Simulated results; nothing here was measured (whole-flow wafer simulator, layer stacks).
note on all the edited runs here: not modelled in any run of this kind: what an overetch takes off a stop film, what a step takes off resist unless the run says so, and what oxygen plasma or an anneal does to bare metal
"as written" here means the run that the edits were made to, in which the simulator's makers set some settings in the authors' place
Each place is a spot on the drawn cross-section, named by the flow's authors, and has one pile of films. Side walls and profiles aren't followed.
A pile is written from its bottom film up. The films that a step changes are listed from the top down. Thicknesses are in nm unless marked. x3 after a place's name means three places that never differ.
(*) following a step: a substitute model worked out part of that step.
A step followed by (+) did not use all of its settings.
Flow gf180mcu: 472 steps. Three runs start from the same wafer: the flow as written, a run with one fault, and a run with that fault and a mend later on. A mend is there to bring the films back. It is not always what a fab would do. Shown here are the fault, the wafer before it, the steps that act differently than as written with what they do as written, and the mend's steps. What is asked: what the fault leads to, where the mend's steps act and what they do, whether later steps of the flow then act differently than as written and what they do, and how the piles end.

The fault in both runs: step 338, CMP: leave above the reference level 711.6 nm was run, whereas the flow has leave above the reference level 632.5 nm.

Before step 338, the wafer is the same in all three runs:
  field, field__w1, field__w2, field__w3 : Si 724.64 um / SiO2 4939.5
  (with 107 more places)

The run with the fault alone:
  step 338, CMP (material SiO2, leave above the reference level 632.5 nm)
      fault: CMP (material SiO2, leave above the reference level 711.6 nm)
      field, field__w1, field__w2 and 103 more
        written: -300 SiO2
        fault: -220.9 SiO2
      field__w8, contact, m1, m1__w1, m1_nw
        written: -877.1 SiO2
        fault: -798 SiO2
  Steps further on in the flow that do not act as written (2 more steps, not shown, differ only slightly: by at most 2% or 0.5 nm, whichever is larger):
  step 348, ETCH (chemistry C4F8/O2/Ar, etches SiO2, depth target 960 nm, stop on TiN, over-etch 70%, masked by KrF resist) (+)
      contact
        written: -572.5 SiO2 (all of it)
        fault: -651.6 SiO2 (all of it)
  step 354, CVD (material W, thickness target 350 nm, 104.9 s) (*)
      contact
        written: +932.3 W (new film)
        fault: +1012.1 W (new film)
  At field__w8, contact, m1, m1__w1, m1_nw, the piles at the end differ from the flow's by more than 2% or 0.5 nm, whichever is larger.
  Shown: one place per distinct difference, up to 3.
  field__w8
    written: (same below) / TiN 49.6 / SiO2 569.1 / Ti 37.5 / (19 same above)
    fault: (same below) / TiN 49.6 / SiO2 648.2 / Ti 37.5 / (19 same above)
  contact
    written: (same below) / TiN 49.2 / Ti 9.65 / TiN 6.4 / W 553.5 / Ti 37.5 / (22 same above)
    fault: (same below) / TiN 49.2 / Ti 9.22 / TiN 6.11 / W 633.3 / Ti 37.5 / (22 same above)

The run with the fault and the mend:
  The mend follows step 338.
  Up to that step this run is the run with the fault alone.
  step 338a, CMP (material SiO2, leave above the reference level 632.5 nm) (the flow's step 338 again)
      field, field__w1, field__w2 and 108 more
        -79.1 SiO2
  None of the later steps of the flow acts differently than as written at any place that is followed.
  At every place that both follow, the piles at the end match the flow's.
